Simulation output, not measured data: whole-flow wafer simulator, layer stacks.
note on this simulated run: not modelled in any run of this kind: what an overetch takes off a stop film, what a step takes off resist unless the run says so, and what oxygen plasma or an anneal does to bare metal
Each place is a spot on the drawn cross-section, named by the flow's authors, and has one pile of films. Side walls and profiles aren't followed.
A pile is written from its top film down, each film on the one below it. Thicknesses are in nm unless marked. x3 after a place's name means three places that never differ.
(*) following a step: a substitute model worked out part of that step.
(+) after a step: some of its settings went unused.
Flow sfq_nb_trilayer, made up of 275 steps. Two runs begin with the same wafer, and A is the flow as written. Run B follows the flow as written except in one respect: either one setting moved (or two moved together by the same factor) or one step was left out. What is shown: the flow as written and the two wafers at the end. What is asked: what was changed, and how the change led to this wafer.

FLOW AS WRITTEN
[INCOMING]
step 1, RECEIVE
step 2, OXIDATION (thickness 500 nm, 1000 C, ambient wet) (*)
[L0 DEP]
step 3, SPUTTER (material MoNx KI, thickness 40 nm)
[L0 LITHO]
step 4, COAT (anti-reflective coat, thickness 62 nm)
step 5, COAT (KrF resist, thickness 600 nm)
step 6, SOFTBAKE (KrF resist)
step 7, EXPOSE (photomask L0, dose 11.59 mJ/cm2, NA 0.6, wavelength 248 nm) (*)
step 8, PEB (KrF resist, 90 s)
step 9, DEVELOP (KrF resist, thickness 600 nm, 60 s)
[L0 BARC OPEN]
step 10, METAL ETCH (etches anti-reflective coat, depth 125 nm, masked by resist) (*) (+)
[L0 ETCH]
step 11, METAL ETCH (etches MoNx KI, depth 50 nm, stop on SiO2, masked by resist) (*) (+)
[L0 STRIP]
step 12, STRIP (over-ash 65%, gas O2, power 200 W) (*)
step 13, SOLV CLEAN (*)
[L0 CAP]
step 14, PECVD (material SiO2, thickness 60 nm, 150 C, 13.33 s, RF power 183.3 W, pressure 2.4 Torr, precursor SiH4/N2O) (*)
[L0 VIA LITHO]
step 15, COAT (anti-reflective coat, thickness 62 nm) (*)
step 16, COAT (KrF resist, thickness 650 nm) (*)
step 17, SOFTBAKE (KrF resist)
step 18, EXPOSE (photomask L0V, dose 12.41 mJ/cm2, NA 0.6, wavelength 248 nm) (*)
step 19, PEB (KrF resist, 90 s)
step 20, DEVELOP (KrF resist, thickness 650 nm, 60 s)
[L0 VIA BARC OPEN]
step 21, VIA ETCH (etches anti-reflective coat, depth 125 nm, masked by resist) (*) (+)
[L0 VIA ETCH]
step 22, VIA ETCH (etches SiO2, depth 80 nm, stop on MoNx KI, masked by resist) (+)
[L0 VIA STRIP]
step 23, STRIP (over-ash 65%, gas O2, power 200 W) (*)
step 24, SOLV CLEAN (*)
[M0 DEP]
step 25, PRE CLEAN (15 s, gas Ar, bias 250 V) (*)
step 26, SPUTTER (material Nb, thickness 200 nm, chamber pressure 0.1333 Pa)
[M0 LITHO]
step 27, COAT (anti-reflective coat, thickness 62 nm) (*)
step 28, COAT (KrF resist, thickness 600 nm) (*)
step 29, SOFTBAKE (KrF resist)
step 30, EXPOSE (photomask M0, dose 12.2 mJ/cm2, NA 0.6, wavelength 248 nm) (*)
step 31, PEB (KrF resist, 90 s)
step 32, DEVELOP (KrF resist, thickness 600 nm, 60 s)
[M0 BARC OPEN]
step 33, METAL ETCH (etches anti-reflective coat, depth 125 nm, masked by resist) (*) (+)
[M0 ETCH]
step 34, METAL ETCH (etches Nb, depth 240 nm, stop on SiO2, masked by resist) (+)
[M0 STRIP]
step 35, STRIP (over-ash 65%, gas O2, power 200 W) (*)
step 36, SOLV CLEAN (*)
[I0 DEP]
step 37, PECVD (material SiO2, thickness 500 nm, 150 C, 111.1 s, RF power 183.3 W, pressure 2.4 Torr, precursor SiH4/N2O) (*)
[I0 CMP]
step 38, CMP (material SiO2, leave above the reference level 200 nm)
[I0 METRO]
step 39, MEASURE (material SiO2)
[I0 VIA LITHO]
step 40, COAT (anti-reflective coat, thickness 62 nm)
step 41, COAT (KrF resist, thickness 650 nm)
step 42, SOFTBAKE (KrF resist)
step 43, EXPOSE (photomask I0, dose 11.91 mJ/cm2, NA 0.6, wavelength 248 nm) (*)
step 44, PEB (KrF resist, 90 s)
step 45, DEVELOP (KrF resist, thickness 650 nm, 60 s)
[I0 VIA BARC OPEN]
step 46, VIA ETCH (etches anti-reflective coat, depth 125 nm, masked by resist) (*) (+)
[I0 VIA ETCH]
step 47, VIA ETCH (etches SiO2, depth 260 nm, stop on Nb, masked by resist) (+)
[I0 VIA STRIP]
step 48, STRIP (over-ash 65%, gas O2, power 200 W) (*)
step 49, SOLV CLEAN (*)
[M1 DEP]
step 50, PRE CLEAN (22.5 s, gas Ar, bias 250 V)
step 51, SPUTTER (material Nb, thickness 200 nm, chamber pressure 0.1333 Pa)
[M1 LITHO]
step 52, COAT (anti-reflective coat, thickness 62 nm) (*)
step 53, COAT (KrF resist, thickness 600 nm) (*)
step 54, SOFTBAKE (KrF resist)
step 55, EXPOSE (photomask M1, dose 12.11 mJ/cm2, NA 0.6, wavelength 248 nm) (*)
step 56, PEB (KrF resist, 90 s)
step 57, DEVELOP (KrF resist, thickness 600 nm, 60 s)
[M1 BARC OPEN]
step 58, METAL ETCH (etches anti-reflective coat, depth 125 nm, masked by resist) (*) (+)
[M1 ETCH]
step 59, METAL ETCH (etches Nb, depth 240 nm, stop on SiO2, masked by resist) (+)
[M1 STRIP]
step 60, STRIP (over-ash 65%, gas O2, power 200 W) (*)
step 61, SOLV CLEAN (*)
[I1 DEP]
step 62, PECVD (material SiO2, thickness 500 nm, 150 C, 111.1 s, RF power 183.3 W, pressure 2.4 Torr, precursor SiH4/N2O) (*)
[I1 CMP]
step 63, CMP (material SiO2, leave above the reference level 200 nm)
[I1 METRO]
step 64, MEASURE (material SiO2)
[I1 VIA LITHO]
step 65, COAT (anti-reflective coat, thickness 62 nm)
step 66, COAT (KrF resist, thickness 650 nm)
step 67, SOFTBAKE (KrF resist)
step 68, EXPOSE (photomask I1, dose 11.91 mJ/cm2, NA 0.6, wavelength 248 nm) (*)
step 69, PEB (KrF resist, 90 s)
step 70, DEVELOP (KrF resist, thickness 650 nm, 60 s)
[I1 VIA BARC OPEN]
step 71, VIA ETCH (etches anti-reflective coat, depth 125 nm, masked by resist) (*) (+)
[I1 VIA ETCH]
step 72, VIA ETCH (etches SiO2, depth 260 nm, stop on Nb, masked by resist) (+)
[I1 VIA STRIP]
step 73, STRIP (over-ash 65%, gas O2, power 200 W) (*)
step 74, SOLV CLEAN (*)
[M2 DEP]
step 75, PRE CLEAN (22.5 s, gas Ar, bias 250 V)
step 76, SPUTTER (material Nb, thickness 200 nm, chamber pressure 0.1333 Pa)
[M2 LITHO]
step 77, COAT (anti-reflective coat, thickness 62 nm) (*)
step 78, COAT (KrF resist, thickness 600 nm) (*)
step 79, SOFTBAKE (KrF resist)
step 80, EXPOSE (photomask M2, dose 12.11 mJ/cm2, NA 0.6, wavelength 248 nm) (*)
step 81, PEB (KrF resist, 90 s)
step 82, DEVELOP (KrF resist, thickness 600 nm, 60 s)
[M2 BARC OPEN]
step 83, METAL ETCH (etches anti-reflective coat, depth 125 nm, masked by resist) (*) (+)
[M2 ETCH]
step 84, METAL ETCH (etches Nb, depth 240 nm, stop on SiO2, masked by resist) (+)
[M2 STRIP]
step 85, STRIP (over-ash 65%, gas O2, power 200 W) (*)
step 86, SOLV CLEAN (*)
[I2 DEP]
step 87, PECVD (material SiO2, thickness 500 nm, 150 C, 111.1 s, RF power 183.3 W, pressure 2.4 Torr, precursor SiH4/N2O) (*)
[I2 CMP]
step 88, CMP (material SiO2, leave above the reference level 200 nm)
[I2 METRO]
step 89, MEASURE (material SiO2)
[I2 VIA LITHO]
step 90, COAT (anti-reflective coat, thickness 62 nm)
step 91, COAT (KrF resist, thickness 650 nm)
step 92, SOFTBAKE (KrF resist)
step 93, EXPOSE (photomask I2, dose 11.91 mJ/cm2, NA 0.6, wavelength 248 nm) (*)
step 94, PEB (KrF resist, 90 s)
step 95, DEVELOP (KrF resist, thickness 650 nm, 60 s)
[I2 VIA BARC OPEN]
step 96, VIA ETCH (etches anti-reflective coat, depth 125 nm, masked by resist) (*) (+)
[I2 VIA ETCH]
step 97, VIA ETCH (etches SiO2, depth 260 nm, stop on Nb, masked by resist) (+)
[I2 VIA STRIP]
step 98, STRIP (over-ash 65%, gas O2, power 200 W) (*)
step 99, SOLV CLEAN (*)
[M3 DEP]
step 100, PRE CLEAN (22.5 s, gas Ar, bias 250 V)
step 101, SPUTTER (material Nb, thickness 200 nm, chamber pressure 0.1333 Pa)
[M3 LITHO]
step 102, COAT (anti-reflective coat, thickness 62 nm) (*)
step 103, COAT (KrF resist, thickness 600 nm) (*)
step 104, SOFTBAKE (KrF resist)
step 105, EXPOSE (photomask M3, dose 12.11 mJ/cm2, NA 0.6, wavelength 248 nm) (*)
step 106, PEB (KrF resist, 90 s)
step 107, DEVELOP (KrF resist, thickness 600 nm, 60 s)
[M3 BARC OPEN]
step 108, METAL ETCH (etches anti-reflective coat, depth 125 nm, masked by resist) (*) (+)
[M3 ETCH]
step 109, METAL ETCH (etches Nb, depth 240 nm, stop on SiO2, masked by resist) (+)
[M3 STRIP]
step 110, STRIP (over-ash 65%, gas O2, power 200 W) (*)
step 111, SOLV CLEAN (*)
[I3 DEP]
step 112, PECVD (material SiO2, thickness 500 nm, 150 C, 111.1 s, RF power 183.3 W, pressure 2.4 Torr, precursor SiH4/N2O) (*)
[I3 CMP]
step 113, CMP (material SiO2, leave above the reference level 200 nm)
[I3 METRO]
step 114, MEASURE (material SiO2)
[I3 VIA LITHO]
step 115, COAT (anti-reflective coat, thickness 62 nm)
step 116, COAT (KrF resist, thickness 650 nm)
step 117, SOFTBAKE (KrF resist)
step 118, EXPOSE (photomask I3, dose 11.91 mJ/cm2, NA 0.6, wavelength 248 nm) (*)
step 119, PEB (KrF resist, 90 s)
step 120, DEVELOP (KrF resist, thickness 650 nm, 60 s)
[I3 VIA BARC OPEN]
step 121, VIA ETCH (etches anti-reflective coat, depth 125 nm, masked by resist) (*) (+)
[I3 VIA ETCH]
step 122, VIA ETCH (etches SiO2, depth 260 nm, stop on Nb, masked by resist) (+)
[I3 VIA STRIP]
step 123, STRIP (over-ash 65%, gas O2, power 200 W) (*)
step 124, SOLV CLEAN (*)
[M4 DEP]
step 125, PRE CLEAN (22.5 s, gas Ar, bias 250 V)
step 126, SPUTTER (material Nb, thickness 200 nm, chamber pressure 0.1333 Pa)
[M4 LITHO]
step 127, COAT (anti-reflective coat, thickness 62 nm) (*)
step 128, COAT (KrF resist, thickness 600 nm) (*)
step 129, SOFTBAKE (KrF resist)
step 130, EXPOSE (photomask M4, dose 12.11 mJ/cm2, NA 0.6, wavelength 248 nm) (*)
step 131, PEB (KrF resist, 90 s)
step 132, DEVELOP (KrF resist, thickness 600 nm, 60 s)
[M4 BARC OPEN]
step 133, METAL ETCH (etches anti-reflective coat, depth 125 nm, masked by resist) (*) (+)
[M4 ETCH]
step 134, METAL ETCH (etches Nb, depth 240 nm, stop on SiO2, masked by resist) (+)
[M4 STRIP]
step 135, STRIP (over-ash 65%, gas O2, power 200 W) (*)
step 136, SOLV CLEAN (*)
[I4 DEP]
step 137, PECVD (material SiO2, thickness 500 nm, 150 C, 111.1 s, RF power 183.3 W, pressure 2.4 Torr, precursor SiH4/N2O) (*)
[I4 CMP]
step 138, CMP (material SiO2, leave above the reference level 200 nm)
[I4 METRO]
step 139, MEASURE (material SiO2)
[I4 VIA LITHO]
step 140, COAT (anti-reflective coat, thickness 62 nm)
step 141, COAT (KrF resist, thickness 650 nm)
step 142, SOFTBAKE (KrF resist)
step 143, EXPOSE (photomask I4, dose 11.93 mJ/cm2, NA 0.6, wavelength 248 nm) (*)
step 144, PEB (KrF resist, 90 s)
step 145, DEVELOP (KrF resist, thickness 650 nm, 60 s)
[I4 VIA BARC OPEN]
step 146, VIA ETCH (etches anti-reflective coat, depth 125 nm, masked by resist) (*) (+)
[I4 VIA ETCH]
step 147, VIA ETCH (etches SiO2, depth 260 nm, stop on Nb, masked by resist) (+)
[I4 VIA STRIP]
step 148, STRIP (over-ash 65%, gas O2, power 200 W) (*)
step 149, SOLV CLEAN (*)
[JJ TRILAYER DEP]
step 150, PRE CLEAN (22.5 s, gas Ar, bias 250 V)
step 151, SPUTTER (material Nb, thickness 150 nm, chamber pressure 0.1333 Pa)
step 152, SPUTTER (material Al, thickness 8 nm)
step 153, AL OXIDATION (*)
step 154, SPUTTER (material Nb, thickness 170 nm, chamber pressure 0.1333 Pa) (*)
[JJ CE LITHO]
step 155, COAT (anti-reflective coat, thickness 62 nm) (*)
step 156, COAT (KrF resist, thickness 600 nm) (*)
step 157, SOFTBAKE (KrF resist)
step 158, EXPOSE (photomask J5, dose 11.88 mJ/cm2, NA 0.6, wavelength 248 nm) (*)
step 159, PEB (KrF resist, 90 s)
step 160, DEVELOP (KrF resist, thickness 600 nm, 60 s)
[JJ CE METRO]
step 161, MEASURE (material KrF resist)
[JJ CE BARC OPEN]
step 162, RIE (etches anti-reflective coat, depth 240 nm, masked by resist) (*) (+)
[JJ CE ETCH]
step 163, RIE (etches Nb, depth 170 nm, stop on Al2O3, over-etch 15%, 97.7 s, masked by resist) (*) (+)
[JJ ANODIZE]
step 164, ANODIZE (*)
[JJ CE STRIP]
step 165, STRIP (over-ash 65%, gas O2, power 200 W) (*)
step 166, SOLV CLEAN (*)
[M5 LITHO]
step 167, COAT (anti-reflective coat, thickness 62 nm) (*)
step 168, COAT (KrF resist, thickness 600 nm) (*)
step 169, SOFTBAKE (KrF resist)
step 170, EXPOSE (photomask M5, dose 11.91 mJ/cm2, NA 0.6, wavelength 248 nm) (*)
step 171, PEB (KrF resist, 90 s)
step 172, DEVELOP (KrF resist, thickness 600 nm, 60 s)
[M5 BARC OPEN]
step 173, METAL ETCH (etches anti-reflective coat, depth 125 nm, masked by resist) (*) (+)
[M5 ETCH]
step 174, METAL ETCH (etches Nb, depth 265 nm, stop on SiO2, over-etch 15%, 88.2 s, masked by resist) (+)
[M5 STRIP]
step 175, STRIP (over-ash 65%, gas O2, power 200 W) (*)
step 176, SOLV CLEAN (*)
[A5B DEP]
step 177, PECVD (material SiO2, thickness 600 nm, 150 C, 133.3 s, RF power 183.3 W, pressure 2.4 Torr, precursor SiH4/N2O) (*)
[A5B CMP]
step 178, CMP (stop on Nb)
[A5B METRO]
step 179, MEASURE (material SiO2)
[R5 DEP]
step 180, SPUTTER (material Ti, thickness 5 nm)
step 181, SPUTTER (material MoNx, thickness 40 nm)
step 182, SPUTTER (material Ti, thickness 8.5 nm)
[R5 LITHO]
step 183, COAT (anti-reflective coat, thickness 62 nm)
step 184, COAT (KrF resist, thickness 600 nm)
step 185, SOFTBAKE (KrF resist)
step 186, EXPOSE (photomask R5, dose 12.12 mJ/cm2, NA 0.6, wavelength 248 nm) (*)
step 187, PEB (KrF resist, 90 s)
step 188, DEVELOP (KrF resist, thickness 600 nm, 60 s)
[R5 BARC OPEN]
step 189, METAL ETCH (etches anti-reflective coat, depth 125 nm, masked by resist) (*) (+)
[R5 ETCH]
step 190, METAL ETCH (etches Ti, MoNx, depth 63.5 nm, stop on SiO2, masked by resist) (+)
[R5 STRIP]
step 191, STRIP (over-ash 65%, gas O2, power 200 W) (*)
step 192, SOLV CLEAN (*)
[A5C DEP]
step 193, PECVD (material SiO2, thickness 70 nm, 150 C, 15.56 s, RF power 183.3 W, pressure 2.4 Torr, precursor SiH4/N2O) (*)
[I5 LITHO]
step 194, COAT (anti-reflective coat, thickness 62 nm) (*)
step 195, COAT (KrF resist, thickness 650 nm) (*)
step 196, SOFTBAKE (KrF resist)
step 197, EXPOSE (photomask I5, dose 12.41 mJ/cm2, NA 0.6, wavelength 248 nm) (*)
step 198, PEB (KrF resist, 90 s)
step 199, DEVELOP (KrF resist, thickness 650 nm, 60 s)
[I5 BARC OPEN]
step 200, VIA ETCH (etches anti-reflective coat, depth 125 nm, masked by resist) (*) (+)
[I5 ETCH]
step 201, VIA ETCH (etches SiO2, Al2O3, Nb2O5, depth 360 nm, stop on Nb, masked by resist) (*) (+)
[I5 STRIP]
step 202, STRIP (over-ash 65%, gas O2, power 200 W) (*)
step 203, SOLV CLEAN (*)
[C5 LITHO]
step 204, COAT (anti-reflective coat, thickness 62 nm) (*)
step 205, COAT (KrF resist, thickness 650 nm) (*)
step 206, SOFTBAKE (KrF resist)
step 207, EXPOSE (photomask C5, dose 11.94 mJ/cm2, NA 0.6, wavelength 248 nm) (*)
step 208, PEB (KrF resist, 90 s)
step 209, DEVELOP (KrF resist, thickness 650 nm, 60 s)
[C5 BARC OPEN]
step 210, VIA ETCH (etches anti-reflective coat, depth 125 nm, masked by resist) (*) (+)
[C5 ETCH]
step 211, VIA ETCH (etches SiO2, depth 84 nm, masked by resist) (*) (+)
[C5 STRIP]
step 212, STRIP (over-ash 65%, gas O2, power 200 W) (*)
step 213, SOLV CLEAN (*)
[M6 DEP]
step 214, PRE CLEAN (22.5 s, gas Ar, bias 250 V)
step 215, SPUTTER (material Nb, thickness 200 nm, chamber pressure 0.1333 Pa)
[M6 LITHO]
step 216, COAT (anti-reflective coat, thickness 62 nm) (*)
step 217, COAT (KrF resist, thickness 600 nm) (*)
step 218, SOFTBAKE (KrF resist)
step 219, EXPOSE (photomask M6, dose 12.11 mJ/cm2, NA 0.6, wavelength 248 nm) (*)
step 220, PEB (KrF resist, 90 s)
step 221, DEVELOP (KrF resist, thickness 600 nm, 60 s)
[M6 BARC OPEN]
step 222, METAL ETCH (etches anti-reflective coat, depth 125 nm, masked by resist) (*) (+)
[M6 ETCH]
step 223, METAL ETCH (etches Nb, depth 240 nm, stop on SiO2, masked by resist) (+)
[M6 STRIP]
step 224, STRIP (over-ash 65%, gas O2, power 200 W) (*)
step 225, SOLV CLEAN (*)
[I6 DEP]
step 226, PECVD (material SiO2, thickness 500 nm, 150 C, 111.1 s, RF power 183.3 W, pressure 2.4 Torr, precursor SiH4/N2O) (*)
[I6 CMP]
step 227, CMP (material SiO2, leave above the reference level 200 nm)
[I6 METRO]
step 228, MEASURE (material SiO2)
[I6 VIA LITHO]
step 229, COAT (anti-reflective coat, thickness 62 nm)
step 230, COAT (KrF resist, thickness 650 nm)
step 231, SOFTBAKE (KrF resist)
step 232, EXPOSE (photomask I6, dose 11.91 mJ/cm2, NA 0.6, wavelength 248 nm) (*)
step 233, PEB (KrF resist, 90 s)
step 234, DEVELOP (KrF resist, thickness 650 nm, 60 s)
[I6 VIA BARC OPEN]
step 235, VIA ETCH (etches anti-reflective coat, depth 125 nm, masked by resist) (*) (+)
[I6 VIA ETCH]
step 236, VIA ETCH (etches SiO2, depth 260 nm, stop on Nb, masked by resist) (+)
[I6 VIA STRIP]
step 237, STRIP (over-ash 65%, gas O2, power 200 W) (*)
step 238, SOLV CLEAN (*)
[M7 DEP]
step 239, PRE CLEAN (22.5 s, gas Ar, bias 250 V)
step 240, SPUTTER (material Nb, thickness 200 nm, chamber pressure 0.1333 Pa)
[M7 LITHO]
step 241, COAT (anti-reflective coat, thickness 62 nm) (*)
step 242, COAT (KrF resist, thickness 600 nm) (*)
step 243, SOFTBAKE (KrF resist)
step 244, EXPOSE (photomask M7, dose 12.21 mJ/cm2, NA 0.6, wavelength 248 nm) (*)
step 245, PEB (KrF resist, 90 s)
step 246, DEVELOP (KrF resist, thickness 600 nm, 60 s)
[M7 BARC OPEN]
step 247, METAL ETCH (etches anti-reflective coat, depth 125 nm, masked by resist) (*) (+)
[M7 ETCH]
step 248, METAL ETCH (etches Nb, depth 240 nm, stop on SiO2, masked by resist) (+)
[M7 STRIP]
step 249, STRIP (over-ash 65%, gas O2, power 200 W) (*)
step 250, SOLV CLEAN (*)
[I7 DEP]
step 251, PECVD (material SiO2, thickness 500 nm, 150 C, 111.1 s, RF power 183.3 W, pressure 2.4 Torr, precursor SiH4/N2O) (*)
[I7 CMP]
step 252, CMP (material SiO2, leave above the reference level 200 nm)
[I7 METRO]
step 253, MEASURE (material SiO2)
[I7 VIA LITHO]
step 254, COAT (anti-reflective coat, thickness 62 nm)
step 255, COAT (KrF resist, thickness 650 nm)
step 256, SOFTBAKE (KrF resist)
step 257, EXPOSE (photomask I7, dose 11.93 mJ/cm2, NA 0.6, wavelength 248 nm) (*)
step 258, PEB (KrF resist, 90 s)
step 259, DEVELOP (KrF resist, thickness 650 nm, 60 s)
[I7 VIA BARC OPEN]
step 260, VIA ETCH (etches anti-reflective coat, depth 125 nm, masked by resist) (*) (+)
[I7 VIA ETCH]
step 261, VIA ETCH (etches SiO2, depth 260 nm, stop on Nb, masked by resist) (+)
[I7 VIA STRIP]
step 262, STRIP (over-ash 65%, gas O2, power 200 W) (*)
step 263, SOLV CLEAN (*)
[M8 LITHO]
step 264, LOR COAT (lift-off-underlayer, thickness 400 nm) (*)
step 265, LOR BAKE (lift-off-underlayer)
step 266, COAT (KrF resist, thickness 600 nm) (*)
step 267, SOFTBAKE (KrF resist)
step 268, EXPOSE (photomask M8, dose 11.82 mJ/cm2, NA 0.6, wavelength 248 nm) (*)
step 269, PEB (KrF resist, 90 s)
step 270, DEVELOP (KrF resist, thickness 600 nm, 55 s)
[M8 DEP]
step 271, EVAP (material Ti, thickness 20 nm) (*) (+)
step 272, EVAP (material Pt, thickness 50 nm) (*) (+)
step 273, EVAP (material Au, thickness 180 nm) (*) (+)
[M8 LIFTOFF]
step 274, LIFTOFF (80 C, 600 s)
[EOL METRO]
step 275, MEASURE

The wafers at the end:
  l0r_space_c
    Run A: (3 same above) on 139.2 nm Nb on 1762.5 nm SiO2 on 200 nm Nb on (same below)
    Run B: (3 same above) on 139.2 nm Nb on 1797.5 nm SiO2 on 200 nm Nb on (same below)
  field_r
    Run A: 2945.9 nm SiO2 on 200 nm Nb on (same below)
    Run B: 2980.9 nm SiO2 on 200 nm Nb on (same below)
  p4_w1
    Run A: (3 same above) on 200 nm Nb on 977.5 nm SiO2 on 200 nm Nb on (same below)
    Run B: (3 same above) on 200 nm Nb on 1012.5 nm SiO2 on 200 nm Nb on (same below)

The reason: step 76, SPUTTER: thickness 235 nm was run, whereas the flow has thickness 200 nm.

Step by step, how the change led to this:
  step 76, SPUTTER (material Nb, thickness 200 nm, chamber pressure 0.1333 Pa)
      field_l, v_sur, via_wl and 102 more: A Nb gains 200 (new film) | B Nb gains 235 (new film)
      via_v: A Nb gains 174.5 | B Nb gains 205.5
  step 84, METAL ETCH (etches Nb, depth 240 nm, stop on SiO2, masked by resist) (+)
      field_l, be, be_sur and 81 more: A Nb loses 200 (all of it) | B Nb loses 235 (all of it)
  step 87, PECVD (material SiO2, thickness 500 nm, 150 C, 111.1 s, RF power 183.3 W, pressure 2.4 Torr, precursor SiH4/N2O) (*)
      via_v: A SiO2 gains 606 (new film) | B SiO2 gains 585.6 (new film)
  step 88, CMP (material SiO2, leave above the reference level 200 nm)
      field_l, be, be_sur and 81 more: A SiO2 loses 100 | B SiO2 loses 65
      via_v: A SiO2 loses 181.6 | B SiO2 loses 157.1
